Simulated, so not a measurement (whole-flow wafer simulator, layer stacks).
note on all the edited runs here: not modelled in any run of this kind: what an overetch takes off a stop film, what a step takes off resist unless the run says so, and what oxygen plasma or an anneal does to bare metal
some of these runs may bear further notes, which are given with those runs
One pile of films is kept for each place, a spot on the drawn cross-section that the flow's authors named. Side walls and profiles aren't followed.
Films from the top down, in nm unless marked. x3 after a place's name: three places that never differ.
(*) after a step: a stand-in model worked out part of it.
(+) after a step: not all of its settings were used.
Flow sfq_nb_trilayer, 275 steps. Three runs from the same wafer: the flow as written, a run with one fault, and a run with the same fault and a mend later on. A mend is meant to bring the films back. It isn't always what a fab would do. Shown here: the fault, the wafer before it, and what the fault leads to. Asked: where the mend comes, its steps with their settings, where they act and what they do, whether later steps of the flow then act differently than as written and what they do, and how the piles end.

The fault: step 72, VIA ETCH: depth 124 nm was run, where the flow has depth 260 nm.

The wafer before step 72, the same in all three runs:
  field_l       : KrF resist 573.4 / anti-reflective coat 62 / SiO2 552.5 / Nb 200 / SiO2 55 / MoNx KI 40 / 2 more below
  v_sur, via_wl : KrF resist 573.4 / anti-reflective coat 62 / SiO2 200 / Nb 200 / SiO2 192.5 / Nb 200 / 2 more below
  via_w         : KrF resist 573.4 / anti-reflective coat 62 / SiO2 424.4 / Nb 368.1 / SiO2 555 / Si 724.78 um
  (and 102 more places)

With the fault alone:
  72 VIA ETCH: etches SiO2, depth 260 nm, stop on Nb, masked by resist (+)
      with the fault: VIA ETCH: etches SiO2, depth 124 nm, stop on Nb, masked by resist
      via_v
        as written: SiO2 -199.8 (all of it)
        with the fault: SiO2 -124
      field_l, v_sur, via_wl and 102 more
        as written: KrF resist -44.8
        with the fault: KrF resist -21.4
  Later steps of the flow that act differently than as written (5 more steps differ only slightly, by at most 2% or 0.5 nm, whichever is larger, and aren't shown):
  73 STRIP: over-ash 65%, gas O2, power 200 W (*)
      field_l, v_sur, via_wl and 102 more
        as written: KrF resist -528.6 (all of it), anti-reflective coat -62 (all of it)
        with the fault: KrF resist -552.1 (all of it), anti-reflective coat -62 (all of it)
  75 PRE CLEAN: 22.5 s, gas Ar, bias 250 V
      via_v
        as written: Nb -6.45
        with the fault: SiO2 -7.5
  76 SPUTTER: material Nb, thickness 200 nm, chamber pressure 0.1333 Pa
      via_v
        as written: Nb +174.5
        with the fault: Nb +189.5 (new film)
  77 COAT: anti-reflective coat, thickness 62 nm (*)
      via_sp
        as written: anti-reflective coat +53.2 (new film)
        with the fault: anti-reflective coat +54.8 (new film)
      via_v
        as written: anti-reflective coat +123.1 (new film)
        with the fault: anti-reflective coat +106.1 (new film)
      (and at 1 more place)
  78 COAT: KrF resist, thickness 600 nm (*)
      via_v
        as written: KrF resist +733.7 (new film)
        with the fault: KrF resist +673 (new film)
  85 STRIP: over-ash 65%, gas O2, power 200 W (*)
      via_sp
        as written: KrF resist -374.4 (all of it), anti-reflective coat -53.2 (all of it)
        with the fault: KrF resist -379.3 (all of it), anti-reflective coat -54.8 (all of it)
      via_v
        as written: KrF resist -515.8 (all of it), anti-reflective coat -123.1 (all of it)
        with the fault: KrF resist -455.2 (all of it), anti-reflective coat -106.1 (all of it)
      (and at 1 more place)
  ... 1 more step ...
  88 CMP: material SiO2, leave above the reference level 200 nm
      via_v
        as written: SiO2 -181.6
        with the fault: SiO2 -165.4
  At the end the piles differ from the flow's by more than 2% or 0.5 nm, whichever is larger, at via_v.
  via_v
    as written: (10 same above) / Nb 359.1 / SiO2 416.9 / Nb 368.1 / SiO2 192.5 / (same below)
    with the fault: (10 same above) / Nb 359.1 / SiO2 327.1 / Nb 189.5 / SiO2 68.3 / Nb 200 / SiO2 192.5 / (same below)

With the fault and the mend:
  The mend comes after step 73.
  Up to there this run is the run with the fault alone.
  73a COAT: anti-reflective coat, thickness 62 nm (*) (the flow's step 65 once more)
      p4_fl x3, p4_w1 x9, p4_g1 x2 and 63 more
        anti-reflective coat +62 (new film)
      field_r, lsp_l, ln_m5, lsp_m, ln_m6, lsp_r, l0_sur, l0v
        anti-reflective coat +61.9 (new film)
      ce_r, sp_r, be_r, r_sur, res, r_end, moat
        anti-reflective coat +61.8 (new film)
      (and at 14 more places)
  73b COAT: KrF resist, thickness 650 nm (*) (the flow's step 66 once more)
      p4_fl x3, p4_w1 x9, p4_g1 x2 and 63 more
        KrF resist +650 (new film)
      moat, field_r, lsp_l and 6 more
        KrF resist +649.7 (new film)
      r_sur, res, r_end
        KrF resist +649.6 (new film)
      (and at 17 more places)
  73c SOFTBAKE: KrF resist (the flow's step 67 once more)
      changes no film at any place that is followed
  73d EXPOSE: photomask I1, dose 11.91 mJ/cm2, NA 0.6, wavelength 248 nm (*) (the flow's step 68 once more)
      changes no film at any place that is followed
  73e PEB: KrF resist, 90 s (the flow's step 69 once more)
      wire, jj_sur, ce_l and 93 more
        KrF resist -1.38
      field_l, v_sur, via_wl and 6 more
        KrF resist -1.37
      via_v
        KrF resist -1.55
  73f DEVELOP: KrF resist, thickness 650 nm, 60 s (the flow's step 70 once more)
      field_l, v_sur, via_wl and 102 more
        KrF resist -23.5
      via_v
        KrF resist -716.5 (all of it)
  73g VIA ETCH: etches anti-reflective coat, depth 125 nm, masked by resist (+) (the flow's step 71 once more)
      field_l, v_sur, via_wl and 102 more
        KrF resist -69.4
      via_v
        anti-reflective coat -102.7 (all of it), SiO2 -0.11
  73h VIA ETCH: etches SiO2, depth 136 nm, stop on Nb, masked by resist (+) (the flow's step 72 once more, with other settings)
      field_l, v_sur, via_wl and 102 more
        KrF resist -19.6
      via_v
        SiO2 -75.7 (all of it)
  73i STRIP: over-ash 65%, gas O2, power 200 W (*) (the flow's step 73 once more)
      p4_fl x3, p4_w1 x9, p4_g1 x2 and 63 more
        KrF resist -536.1 (all of it), anti-reflective coat -62 (all of it)
      field_r, lsp_l, ln_m5, lsp_m, ln_m6, lsp_r, l0_sur, l0v
        KrF resist -535.8 (all of it), anti-reflective coat -61.9 (all of it)
      res, r_end, moat
        KrF resist -535.7 (all of it), anti-reflective coat -61.8 (all of it)
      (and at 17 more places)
  No later step of the flow acts differently than as written, at any place that is followed, by more than 2% or 0.5 nm, whichever is larger.
  At the end the piles differ from the flow's only slightly at the places that both follow, by at most 2% or 0.5 nm, whichever is larger.
